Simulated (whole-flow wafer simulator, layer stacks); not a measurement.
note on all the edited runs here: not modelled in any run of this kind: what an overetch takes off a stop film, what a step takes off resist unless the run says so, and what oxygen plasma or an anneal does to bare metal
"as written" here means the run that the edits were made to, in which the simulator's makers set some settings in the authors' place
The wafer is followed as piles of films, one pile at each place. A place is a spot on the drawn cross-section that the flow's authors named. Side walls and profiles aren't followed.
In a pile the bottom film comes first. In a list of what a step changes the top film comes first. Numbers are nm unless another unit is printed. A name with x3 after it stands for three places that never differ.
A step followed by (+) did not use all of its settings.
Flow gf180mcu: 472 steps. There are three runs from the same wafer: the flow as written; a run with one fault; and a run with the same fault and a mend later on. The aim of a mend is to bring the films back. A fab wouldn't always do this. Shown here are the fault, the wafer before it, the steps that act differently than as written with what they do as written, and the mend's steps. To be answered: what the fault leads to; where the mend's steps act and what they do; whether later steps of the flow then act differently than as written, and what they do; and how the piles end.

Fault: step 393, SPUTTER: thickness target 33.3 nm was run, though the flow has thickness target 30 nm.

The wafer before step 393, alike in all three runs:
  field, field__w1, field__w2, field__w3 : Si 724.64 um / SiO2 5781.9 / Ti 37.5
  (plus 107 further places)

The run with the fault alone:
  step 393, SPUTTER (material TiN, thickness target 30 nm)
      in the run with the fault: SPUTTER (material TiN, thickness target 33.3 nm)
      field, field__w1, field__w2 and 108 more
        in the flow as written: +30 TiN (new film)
        in the run with the fault: +33.3 TiN (new film)
  Steps later in the flow that act otherwise than as written (not shown: 2 more steps that differ only slightly, by at most 2% or 0.5 nm, whichever is larger):
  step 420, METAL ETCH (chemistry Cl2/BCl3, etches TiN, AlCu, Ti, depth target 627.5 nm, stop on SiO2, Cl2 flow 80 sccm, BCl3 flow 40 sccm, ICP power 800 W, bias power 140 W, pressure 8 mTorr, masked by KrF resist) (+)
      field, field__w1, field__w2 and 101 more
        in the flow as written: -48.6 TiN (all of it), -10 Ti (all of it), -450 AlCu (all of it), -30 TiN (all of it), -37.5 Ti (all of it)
        in the run with the fault: -48.6 TiN (all of it), -10 Ti (all of it), -450 AlCu (all of it), -33.3 TiN (all of it), -37.5 Ti (all of it)
  By the end, the piles at field__w4, field__w8, contact, m1, m1__w1, mim, mim_1p0, m1_nw depart from the flow's by more than 2% or 0.5 nm, whichever is larger.
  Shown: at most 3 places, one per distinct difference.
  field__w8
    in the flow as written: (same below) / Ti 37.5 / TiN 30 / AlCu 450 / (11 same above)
    in the run with the fault: (same below) / Ti 37.5 / TiN 33.3 / AlCu 450 / (11 same above)
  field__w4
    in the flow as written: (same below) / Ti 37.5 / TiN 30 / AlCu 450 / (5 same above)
    in the run with the fault: (same below) / Ti 37.5 / TiN 33.3 / AlCu 450 / (5 same above)
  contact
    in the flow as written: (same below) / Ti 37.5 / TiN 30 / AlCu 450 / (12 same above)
    in the run with the fault: (same below) / Ti 37.5 / TiN 33.3 / AlCu 450 / (12 same above)

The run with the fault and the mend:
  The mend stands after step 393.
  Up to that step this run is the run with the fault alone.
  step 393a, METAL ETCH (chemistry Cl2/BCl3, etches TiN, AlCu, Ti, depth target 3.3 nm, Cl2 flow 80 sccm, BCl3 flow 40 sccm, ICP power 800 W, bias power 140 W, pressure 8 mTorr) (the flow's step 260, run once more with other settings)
      field, field__w1, field__w2 and 108 more
        -3.3 TiN
  Every later step of the flow that is run acts as written at every place that is followed.
  The piles end the same as the flow's at every place that both follow.
